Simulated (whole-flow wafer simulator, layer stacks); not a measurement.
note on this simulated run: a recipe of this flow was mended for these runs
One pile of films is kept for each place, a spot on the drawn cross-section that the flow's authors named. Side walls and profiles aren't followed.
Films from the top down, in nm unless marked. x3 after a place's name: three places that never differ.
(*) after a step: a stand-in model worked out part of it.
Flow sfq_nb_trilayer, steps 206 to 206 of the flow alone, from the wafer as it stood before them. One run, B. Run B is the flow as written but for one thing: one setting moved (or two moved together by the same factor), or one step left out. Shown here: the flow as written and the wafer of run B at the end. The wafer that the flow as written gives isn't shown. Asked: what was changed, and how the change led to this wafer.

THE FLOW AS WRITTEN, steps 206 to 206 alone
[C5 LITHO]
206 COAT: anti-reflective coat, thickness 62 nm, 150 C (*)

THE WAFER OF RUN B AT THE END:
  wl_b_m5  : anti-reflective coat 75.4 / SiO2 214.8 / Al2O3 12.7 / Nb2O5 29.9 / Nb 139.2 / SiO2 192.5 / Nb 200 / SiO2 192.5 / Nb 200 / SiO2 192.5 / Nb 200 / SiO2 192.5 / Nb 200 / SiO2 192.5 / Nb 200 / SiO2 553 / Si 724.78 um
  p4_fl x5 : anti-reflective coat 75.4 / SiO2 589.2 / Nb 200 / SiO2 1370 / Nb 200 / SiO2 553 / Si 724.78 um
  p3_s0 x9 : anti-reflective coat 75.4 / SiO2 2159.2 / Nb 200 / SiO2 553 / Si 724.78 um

The cause: step 206, COAT: thickness 75.4 nm was run, where the flow has thickness 62 nm.
It can be read off the wafer: wl_b_m5 has anti-reflective coat 75.4, and step 206 as written asks for 62 nm.

How the change led to this, step by step:
  206 COAT: anti-reflective coat, thickness 62 nm, 150 C (*)
      p4_fl x5, p4_w1 x9, p3_s0 x9 and 41 more: anti-reflective coat +75.4 (new film) (as written it would be: anti-reflective coat +62 (new film))
      r5r_line_l, r5r_line_c, r5r_line_r: anti-reflective coat +48.9 (new film) (as written it would be: anti-reflective coat +35.5 (new film))
      (and at 39 more places)
